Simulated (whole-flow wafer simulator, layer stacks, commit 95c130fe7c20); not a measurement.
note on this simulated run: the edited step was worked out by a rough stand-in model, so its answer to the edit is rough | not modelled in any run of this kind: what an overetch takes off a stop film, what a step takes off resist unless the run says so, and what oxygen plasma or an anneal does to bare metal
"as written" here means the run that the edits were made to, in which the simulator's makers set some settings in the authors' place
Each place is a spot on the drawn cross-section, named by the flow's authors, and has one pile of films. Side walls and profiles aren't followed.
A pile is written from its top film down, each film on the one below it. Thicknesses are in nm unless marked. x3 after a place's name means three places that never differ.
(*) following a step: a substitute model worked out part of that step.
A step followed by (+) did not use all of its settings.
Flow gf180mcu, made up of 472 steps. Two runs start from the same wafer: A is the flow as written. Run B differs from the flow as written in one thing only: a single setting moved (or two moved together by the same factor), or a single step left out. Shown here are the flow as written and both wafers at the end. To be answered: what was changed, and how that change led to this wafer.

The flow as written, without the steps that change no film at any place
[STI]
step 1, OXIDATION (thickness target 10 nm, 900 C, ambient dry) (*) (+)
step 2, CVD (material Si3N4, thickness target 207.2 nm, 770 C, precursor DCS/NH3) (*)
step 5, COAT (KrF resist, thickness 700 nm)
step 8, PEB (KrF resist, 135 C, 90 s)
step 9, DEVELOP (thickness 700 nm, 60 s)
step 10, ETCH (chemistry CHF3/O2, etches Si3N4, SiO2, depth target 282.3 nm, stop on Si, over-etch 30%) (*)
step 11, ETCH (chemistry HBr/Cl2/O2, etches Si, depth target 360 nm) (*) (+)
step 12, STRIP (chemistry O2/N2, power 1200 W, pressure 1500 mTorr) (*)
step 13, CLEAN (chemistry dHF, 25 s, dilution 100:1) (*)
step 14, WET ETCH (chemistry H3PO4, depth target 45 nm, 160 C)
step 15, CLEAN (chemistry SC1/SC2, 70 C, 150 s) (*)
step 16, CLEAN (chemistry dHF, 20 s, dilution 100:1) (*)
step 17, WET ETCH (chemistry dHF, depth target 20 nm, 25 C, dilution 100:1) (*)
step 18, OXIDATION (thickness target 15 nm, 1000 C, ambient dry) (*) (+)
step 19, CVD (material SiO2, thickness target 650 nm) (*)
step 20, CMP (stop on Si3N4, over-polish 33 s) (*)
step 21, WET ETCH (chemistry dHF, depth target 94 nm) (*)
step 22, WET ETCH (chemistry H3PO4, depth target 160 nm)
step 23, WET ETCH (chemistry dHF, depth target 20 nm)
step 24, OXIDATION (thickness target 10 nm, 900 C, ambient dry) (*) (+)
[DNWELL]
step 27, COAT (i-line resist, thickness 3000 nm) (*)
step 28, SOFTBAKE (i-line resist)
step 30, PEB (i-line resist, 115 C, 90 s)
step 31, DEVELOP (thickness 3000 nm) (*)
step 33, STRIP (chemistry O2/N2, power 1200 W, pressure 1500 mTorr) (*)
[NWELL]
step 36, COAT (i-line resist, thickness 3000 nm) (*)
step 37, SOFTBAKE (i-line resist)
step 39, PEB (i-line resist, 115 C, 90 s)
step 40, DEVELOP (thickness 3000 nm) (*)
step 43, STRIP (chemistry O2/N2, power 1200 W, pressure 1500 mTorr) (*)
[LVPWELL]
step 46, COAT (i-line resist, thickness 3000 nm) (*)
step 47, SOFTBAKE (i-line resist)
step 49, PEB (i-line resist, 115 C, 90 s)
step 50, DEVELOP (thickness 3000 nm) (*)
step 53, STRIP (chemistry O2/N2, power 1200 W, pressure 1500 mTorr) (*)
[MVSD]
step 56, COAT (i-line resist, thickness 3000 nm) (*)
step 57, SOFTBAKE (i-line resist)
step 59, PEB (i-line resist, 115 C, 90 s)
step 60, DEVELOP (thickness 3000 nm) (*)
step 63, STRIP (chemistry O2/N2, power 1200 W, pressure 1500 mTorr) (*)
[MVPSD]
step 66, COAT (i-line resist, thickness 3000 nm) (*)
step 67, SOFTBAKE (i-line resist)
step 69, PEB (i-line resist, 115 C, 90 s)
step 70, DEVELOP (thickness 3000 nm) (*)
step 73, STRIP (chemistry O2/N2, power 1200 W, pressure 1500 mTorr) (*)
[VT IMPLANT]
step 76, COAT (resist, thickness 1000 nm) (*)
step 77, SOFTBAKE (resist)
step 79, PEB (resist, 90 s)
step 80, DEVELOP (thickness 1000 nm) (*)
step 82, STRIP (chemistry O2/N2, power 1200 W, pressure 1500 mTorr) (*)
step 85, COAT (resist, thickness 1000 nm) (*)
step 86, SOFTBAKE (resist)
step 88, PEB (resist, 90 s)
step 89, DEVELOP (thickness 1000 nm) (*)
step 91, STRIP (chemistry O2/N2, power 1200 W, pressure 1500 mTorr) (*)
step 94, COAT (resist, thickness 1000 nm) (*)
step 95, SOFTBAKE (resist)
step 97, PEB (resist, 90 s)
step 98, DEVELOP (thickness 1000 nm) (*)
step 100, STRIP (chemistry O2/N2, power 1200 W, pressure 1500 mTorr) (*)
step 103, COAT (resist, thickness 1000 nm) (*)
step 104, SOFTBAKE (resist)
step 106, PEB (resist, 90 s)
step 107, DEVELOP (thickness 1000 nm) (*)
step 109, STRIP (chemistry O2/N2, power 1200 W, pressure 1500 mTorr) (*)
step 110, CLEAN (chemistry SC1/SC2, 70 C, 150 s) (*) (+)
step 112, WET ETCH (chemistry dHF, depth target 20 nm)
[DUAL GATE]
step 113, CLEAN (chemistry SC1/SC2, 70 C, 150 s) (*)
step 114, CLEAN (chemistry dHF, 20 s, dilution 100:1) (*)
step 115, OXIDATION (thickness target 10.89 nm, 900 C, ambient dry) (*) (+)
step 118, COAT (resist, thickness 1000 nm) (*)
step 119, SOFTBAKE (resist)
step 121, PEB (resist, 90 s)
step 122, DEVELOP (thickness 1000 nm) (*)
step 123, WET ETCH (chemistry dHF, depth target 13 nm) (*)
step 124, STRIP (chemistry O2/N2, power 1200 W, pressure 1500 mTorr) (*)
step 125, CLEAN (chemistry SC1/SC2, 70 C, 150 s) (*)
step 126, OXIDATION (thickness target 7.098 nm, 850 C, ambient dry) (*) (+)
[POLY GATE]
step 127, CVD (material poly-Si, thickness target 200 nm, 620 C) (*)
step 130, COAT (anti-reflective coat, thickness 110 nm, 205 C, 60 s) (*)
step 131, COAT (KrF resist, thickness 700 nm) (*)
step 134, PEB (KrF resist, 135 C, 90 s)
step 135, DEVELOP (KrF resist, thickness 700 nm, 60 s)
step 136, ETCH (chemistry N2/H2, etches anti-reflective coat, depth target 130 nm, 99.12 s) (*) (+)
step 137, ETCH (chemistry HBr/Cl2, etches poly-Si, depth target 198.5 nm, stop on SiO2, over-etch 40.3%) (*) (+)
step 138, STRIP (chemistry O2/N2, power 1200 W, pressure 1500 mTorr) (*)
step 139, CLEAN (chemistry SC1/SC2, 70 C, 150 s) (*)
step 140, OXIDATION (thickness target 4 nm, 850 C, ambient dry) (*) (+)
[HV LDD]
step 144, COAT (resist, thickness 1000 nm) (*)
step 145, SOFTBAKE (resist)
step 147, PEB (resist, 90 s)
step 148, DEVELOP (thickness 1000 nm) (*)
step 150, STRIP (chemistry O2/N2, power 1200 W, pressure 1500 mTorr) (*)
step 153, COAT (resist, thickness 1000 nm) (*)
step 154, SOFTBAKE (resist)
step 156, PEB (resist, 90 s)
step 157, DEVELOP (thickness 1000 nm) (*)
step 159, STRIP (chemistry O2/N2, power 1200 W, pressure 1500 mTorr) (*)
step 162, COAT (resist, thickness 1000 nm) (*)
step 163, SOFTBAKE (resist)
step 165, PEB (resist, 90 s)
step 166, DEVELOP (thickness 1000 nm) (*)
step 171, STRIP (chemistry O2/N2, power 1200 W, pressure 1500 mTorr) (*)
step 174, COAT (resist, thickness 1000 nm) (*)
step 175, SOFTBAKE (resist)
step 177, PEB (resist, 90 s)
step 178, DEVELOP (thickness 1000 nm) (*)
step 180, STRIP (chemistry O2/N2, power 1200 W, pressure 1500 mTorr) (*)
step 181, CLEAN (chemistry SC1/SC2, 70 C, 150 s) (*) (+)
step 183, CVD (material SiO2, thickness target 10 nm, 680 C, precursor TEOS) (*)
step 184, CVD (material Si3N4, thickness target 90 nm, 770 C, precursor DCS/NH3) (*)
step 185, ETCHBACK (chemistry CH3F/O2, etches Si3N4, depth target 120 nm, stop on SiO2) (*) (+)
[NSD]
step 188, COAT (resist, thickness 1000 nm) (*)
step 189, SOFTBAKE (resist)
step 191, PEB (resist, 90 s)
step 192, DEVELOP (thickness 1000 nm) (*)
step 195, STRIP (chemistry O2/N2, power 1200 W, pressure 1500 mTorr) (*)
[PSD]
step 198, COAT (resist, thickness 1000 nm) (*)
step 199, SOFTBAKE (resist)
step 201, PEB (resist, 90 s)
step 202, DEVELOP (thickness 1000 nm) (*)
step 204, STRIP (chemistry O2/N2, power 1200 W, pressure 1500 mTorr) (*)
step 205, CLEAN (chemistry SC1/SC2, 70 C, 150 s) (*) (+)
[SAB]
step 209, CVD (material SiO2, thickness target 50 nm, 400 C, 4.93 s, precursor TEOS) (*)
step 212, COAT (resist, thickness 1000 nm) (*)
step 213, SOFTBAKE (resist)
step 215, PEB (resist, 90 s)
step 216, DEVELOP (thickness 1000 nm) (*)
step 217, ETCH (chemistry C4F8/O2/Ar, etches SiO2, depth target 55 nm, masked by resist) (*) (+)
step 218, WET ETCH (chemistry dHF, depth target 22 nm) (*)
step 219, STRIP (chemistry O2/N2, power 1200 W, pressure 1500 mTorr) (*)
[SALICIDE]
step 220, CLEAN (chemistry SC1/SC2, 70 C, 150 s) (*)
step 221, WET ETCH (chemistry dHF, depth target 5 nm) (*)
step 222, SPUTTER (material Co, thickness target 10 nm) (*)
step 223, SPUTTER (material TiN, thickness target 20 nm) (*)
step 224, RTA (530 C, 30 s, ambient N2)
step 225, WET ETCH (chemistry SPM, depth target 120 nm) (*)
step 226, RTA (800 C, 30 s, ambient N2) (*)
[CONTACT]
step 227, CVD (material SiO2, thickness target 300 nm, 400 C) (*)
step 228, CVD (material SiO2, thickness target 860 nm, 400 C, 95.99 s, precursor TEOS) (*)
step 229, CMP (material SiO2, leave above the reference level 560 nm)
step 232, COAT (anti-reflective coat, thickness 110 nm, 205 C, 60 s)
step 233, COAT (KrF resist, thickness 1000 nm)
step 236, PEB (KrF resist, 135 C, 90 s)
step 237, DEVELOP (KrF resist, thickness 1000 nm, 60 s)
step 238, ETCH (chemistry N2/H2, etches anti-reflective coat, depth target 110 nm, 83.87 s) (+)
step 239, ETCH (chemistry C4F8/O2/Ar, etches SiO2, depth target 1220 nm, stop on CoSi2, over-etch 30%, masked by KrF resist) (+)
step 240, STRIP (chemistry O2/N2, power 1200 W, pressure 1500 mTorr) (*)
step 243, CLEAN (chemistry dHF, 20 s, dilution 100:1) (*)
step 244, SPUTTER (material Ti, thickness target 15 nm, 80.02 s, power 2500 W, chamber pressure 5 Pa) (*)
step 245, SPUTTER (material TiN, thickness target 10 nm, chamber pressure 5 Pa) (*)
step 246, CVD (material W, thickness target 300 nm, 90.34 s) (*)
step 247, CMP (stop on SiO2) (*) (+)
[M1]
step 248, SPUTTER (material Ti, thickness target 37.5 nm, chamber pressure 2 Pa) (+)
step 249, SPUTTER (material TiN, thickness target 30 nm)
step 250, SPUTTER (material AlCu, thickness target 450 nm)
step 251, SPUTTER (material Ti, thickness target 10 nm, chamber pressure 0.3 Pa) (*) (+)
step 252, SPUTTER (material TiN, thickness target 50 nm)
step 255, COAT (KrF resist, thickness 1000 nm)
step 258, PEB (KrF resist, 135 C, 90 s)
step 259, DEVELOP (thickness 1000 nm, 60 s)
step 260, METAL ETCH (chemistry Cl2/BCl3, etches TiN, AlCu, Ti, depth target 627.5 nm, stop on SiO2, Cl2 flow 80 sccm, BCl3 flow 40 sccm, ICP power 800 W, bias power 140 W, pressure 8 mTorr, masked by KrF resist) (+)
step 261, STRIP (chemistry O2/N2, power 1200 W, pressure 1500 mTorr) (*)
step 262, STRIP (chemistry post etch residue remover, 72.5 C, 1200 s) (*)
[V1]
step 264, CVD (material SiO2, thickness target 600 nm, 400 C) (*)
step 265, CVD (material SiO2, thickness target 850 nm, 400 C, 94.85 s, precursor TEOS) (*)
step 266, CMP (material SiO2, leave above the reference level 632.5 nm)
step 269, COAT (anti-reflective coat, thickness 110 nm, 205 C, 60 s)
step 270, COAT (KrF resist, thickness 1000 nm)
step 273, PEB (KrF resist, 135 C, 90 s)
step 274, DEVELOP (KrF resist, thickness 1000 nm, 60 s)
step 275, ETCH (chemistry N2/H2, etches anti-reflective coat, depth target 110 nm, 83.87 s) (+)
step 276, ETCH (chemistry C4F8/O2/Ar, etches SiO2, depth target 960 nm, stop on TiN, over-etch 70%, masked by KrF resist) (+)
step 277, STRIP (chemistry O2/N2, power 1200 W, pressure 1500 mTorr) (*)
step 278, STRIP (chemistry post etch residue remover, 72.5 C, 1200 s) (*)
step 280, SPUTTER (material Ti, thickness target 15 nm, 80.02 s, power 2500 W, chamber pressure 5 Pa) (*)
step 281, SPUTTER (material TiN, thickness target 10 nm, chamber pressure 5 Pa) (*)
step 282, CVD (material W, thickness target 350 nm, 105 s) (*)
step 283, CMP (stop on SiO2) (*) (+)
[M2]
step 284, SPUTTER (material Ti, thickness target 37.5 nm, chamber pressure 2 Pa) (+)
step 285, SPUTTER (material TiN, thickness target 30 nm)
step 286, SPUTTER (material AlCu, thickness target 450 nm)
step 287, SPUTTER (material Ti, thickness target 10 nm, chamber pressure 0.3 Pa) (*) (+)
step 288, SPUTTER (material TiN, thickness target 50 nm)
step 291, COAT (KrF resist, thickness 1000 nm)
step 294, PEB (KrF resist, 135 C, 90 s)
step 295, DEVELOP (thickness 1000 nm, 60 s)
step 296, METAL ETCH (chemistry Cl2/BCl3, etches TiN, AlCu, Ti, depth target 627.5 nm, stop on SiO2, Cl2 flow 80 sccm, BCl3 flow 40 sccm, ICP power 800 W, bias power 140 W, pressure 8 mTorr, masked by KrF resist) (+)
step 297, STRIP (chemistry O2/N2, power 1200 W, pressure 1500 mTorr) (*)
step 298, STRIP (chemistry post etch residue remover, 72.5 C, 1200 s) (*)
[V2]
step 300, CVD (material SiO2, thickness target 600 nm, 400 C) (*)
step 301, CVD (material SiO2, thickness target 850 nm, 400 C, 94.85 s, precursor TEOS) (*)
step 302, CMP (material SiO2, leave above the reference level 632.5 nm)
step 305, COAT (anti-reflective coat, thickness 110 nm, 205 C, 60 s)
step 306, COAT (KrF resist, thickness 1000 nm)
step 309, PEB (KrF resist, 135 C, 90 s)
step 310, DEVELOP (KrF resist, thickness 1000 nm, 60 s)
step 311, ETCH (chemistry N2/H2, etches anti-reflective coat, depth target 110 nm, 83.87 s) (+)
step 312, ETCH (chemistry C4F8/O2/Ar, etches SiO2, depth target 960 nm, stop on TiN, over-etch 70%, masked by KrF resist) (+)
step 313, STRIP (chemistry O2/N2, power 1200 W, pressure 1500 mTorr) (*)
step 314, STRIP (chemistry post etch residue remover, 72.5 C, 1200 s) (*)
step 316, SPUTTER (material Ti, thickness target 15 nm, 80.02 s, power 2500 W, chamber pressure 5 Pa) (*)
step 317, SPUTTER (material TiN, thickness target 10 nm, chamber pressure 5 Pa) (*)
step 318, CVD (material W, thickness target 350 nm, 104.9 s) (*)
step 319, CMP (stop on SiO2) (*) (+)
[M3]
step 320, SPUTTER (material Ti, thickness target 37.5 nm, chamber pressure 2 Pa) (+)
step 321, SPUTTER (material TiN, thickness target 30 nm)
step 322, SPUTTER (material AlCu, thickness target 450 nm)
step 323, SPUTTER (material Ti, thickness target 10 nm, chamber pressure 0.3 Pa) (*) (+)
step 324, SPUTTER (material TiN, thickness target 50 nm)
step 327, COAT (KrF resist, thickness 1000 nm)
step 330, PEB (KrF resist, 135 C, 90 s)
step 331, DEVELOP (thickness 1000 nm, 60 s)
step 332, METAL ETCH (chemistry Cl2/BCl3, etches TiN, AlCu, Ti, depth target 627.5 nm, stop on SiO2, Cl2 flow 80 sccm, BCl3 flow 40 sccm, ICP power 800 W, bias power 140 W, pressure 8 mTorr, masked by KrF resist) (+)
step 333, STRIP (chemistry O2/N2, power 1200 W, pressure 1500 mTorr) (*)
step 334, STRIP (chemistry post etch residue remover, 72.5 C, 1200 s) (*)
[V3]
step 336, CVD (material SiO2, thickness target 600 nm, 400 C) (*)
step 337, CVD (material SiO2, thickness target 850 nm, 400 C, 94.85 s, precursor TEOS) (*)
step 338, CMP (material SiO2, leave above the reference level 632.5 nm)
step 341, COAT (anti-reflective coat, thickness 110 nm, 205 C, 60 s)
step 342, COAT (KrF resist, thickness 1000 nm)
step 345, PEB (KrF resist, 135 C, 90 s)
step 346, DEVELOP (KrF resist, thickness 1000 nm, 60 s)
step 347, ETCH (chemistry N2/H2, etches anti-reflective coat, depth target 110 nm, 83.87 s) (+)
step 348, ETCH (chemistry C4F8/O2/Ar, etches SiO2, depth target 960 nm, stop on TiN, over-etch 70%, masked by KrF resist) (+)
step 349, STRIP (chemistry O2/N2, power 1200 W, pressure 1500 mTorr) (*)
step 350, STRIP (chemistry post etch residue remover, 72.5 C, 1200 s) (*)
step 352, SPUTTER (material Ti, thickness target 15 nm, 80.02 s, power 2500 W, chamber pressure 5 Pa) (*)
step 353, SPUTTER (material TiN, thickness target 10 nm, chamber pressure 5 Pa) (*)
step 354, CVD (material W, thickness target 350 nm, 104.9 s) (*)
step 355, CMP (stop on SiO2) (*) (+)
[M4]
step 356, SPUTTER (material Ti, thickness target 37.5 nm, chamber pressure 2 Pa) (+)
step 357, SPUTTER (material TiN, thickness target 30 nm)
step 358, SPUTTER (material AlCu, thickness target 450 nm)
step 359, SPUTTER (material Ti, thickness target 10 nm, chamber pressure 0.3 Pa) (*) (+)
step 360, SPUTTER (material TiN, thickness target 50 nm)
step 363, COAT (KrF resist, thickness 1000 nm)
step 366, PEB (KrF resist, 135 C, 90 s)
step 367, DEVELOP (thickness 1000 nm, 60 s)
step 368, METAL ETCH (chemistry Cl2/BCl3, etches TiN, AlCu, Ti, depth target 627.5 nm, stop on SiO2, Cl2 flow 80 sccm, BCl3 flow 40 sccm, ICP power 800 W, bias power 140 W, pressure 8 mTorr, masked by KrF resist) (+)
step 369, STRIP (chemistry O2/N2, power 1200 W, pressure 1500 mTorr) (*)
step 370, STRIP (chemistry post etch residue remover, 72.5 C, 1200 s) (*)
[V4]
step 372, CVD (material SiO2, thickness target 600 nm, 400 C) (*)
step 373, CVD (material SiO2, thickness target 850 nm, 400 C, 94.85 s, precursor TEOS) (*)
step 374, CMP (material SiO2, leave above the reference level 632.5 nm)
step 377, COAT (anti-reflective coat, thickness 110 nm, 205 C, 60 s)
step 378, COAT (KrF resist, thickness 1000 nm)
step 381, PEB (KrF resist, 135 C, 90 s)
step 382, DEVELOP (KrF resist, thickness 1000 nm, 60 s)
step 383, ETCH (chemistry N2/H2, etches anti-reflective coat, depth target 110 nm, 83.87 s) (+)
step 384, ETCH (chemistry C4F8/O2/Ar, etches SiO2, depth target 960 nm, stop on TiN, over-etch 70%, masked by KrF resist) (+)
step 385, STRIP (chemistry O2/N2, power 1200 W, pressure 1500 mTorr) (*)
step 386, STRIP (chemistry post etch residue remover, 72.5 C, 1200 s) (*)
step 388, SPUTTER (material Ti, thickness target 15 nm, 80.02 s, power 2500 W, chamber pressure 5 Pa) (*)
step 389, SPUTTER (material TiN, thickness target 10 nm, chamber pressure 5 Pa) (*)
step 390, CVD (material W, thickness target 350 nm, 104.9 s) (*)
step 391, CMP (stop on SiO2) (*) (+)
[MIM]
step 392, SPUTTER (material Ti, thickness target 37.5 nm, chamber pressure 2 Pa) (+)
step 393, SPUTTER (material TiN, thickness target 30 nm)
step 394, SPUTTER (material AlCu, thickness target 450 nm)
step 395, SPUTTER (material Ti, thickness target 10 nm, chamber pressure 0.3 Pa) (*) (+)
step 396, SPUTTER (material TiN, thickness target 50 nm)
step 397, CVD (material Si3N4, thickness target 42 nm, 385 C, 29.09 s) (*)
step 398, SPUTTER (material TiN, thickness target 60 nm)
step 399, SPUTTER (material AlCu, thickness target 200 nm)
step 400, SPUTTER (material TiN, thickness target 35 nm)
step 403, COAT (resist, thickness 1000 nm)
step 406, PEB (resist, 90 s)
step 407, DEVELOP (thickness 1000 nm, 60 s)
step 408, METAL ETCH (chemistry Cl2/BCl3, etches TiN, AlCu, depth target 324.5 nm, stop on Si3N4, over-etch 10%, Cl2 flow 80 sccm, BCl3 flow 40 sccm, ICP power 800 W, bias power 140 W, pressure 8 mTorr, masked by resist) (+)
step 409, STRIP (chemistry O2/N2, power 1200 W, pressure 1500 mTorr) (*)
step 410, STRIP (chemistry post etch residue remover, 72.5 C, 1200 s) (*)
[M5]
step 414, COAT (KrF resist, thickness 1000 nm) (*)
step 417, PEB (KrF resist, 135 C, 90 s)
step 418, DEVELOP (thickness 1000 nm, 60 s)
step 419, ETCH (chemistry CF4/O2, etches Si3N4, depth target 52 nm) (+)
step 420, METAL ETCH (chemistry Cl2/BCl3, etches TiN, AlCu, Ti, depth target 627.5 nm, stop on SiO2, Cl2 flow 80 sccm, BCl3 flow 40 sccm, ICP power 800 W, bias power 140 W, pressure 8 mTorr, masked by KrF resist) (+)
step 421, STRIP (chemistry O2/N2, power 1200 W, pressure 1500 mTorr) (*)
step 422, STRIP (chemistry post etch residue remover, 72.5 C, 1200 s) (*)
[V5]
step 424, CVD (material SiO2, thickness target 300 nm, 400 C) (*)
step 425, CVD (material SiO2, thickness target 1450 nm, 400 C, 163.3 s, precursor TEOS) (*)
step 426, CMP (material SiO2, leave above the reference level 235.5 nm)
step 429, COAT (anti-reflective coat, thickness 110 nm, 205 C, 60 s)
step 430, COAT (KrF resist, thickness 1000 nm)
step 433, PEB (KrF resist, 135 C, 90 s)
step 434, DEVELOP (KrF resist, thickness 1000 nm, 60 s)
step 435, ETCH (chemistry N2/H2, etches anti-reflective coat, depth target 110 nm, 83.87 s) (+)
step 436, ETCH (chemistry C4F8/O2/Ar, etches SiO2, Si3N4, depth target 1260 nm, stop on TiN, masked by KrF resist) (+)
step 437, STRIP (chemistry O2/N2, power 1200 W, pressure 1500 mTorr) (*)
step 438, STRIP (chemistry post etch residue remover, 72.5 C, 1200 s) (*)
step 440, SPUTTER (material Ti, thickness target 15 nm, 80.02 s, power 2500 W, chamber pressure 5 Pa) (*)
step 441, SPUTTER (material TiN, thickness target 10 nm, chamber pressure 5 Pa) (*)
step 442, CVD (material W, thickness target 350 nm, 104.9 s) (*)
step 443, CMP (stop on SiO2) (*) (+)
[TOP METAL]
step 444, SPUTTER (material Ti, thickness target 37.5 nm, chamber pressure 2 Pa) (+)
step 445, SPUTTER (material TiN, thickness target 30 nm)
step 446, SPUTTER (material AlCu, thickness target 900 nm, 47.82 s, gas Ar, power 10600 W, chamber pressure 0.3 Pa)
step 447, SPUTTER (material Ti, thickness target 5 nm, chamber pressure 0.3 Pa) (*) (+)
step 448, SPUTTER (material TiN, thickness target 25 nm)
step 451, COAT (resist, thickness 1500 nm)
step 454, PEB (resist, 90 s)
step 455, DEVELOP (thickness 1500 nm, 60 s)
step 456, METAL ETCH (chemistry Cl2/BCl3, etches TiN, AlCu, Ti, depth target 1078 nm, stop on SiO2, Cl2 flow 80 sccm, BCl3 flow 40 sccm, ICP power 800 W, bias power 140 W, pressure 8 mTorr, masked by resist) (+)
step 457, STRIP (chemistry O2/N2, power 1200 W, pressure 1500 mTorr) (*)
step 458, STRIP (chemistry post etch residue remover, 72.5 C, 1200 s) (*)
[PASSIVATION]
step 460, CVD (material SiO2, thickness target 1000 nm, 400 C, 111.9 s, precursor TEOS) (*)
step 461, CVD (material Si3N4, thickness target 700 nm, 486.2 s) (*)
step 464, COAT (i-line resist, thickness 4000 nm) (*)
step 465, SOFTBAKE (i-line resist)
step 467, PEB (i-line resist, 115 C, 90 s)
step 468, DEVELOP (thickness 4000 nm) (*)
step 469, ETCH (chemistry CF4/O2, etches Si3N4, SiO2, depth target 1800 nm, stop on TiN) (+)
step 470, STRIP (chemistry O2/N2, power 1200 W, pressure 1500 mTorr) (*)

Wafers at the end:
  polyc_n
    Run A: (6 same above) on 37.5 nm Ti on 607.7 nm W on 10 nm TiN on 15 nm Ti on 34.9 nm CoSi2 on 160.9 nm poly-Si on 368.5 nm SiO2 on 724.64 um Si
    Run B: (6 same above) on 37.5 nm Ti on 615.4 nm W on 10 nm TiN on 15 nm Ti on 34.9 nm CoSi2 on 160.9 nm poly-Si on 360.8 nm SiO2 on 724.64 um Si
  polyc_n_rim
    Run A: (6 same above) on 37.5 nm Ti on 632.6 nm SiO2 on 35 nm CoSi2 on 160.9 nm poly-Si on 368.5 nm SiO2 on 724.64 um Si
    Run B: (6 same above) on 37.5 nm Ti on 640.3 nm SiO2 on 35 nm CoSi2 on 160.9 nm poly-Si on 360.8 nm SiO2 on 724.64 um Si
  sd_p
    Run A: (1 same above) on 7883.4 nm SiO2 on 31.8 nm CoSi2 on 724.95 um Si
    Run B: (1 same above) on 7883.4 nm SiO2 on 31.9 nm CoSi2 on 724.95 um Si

The reason: step 123, WET ETCH: depth target 20 nm was run, while the flow as written has depth target 13 nm.

The path from the change to this, step by step:
  step 123, WET ETCH (chemistry dHF, depth target 13 nm) (*)
      field, field__w3, field__w12 and 20 more: A -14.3 SiO2 | B -22 SiO2
  step 130, COAT (anti-reflective coat, thickness 110 nm, 205 C, 60 s) (*)
      p_well, spacer, sd_n: A +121 anti-reflective coat (new film) | B +113.7 anti-reflective coat (new film)
      gate, sd_p: A +117 anti-reflective coat (new film) | B +114.1 anti-reflective coat (new film)
      (as well as at 22 more places)
  step 136, ETCH (chemistry N2/H2, etches anti-reflective coat, depth target 130 nm, 99.12 s) (*) (+)
      p_well, spacer, sd_n: A -121 anti-reflective coat (all of it), -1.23 poly-Si | B -113.7 anti-reflective coat (all of it), -1.42 poly-Si
      field__w2: A -100.3 anti-reflective coat (all of it), -1.76 poly-Si | B -96.7 anti-reflective coat (all of it), -1.85 poly-Si
      (as well as at 20 more places)
  step 138, STRIP (chemistry O2/N2, power 1200 W, pressure 1500 mTorr) (*)
      gate: A +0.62 chemical SiO2 (new film), -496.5 KrF resist (all of it), -117 anti-reflective coat (all of it), -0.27 poly-Si | B +0.62 chemical SiO2 (new film), -496.4 KrF resist (all of it), -114.1 anti-reflective coat (all of it), -0.27 poly-Si
      gate_p: A +0.62 chemical SiO2 (new film), -496.2 KrF resist (all of it), -117 anti-reflective coat (all of it), -0.27 poly-Si | B +0.62 chemical SiO2 (new film), -496.2 KrF resist (all of it), -114.2 anti-reflective coat (all of it), -0.27 poly-Si
      (as well as at 1 more place)
  step 189, SOFTBAKE (resist)
      nw_enc_fld_lv__w3: A +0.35 resist | B -0.51 resist
  step 199, SOFTBAKE (resist)
      nw_enc_fld_lv__w3: A +0.35 resist | B -0.51 resist
  step 223, SPUTTER (material TiN, thickness target 20 nm) (*)
      field__w12: A +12 TiN (new film) | B +12.7 TiN (new film)
  step 225, WET ETCH (chemistry SPM, depth target 120 nm) (*)
      field__w12: A -12 TiN (all of it), -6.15 Co (all of it) | B -12.7 TiN (all of it), -6.17 Co (all of it)
  step 229, CMP (material SiO2, leave above the reference level 560 nm)
      sti, mim_1p0, pad, dice_street, iso_nw_fld, iso_fld_sub: A -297 SiO2 | B -289.3 SiO2
      field__w7, field__w8, field__w11: A -286.8 SiO2 | B -279.1 SiO2
      (as well as at 18 more places)
